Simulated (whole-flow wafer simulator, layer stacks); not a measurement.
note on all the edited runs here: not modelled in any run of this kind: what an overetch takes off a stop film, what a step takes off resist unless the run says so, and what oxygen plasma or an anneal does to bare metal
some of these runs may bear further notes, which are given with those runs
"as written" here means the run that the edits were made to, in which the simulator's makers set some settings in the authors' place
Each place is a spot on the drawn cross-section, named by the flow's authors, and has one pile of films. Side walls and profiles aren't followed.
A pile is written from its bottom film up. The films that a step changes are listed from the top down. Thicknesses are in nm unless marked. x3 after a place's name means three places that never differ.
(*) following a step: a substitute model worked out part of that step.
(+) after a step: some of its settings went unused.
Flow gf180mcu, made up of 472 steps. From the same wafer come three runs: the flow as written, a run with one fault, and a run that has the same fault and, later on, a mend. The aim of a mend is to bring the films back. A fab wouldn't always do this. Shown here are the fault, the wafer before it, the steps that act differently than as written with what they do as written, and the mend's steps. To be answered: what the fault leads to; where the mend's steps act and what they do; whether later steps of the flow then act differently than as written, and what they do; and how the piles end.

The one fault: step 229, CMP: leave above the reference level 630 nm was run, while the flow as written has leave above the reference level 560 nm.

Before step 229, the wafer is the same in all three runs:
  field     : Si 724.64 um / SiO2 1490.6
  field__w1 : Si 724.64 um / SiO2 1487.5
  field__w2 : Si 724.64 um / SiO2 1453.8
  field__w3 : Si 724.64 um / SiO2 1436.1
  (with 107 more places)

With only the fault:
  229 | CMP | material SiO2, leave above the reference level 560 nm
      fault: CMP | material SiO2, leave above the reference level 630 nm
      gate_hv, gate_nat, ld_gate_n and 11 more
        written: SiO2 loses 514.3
        fault: SiO2 loses 444.3
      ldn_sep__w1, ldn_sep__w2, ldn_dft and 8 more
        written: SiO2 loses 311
        fault: SiO2 loses 241
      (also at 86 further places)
  Steps further on in the flow that do not act as written (2 other steps are not shown; they differ only slightly, by no more than 2% or 0.5 nm, whichever is larger):
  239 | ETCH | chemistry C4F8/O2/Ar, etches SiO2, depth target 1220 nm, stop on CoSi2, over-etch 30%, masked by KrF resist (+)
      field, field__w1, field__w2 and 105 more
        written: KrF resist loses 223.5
        fault: KrF resist loses 241.7
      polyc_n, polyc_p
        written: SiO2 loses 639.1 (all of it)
        fault: SiO2 loses 709.1 (all of it)
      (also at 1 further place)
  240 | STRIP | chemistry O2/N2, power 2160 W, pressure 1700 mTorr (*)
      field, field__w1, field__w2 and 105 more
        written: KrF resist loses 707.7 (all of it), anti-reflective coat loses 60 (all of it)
        fault: KrF resist loses 689.5 (all of it), anti-reflective coat loses 60 (all of it)
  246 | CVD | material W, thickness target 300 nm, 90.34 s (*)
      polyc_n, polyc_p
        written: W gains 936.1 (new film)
        fault: W gains 1006.1 (new film)
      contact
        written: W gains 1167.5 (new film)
        fault: W gains 1238.1 (new film)
  The piles end different from the flow's at field__w8, contact, m1 and 6 more by more than 2% or 0.5 nm, whichever is larger.
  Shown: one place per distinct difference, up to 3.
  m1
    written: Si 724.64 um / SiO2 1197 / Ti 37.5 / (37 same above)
    fault: Si 724.64 um / SiO2 1267 / Ti 37.5 / (37 same above)
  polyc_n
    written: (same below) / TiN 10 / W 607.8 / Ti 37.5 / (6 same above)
    fault: (same below) / TiN 10 / W 677.8 / Ti 37.5 / (6 same above)
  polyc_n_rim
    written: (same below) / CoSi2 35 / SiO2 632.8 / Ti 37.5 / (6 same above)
    fault: (same below) / CoSi2 35 / SiO2 702.8 / Ti 37.5 / (6 same above)

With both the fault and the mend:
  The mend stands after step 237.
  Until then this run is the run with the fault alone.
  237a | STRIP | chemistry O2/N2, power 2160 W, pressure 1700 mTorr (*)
      field, field__w1, field__w2 and 105 more
        KrF resist loses 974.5 (all of it), anti-reflective coat loses 60 (all of it)
      contact, polyc_n, polyc_p
        anti-reflective coat loses 60 (all of it)
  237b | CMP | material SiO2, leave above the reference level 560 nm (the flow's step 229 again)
      field, field__w1, field__w2 and 108 more
        SiO2 loses 70
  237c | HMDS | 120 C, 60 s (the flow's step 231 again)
      leaves every film unchanged at each place that is followed
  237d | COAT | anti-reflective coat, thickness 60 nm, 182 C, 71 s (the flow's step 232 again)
      field, field__w1, field__w2 and 108 more
        anti-reflective coat gains 60 (new film)
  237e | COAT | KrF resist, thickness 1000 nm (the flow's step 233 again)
      field, field__w1, field__w2 and 108 more
        KrF resist gains 1000 (new film)
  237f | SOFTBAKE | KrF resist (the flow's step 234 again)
      leaves every film unchanged at each place that is followed
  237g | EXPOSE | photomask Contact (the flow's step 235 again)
      leaves every film unchanged at each place that is followed
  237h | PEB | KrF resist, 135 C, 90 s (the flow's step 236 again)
      field, field__w1, field__w2 and 108 more
        KrF resist loses 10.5
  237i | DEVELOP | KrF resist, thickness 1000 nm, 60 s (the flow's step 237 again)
      field, field__w1, field__w2 and 105 more
        KrF resist loses 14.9
      contact, polyc_n, polyc_p
        KrF resist loses 989.5 (all of it)
  Later steps of the flow that are run all act as written at every place that is followed.
  The piles end the same as the flow's at every place that both follow.
